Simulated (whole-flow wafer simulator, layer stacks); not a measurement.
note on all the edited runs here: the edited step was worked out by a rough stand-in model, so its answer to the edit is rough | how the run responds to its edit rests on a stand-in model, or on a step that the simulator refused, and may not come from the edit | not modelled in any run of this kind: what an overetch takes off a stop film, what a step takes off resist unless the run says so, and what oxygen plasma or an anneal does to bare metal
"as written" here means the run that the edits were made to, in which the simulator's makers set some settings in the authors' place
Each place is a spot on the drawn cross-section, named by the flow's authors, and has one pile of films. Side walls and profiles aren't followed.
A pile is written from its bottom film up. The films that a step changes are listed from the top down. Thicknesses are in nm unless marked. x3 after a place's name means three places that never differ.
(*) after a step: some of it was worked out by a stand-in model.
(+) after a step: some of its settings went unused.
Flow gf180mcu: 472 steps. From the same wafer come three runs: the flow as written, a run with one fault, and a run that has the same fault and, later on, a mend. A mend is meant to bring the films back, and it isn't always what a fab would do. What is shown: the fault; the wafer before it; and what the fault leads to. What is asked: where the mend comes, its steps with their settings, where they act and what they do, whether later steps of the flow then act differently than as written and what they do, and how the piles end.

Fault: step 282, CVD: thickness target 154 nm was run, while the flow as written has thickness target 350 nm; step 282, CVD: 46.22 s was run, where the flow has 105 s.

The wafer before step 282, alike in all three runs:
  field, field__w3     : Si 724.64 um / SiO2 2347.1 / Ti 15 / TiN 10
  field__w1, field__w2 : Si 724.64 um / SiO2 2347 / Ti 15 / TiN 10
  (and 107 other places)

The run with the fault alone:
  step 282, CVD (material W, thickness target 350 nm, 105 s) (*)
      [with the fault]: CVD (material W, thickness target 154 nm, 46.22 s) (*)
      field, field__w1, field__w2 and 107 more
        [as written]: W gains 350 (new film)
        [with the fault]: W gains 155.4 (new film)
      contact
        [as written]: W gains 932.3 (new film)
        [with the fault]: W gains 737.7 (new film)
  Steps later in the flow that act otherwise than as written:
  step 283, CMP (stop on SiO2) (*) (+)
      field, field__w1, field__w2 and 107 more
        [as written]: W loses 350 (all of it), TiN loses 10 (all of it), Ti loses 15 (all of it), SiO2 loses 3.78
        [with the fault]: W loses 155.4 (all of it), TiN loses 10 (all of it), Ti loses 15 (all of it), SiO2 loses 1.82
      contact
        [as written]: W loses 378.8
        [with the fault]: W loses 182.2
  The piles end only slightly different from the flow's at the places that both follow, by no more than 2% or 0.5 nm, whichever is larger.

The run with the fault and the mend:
  The mend follows step 282.
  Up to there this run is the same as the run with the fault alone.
  step 282a, CVD (material W, thickness target 196 nm, 58.83 s) (a further turn of the flow's step 282, with different settings)
      field, field__w1, field__w2 and 108 more
        W gains 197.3
  Every later step of the flow that is run acts as written, at every place that is followed, to within 2% or 0.5 nm, whichever is larger.
  The piles end only slightly different from the flow's at the places that both follow, by no more than 2% or 0.5 nm, whichever is larger.
